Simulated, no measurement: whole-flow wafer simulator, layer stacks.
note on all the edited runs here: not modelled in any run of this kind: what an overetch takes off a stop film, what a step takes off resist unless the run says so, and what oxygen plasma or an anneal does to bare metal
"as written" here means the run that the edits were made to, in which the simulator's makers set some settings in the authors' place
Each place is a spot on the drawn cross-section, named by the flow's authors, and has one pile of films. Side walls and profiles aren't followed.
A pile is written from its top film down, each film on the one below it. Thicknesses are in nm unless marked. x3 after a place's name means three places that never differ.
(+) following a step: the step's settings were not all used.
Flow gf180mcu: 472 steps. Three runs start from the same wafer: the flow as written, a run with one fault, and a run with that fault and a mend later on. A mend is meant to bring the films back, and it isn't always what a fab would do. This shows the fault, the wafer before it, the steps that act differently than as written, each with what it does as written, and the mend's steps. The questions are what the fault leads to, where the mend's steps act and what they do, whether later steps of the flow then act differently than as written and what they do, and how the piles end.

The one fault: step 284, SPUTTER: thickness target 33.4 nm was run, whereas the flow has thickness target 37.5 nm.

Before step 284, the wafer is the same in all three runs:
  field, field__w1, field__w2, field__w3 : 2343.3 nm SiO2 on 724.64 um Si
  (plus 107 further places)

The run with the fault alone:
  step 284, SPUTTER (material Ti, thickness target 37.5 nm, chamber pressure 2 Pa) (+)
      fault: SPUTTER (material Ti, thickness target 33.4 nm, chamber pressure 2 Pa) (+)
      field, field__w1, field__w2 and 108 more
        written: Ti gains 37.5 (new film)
        fault: Ti gains 33.4 (new film)
  Later steps of the flow acting differently than as written (1 more step, not shown, differs only slightly: by at most 2% or 0.5 nm, whichever is larger):
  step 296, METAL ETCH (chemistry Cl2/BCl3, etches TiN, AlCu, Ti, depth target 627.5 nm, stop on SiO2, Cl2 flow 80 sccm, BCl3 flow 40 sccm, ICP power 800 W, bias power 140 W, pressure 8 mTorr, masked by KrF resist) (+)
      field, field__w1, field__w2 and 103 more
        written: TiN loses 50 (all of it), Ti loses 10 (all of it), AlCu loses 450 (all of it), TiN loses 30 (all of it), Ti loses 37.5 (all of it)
        fault: TiN loses 50 (all of it), Ti loses 10 (all of it), AlCu loses 450 (all of it), TiN loses 30 (all of it), Ti loses 33.4 (all of it)
  By the end, the piles at field__w8, contact, m1, m1__w1, m1_nw depart from the flow's by more than 2% or 0.5 nm, whichever is larger.
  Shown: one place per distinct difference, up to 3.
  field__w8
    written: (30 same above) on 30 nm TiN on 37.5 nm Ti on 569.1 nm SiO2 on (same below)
    fault: (30 same above) on 30 nm TiN on 33.4 nm Ti on 569.1 nm SiO2 on (same below)
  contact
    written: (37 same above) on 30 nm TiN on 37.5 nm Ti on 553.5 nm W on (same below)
    fault: (37 same above) on 30 nm TiN on 33.4 nm Ti on 553.5 nm W on (same below)

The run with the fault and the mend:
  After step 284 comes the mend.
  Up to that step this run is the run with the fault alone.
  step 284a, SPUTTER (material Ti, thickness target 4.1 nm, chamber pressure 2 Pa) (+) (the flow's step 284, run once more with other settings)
      field, field__w1, field__w2 and 108 more
        Ti gains 4.1
  None of the later steps of the flow acts differently than as written at any place that is followed.
  The piles end the same as the flow's at every place that both follow.
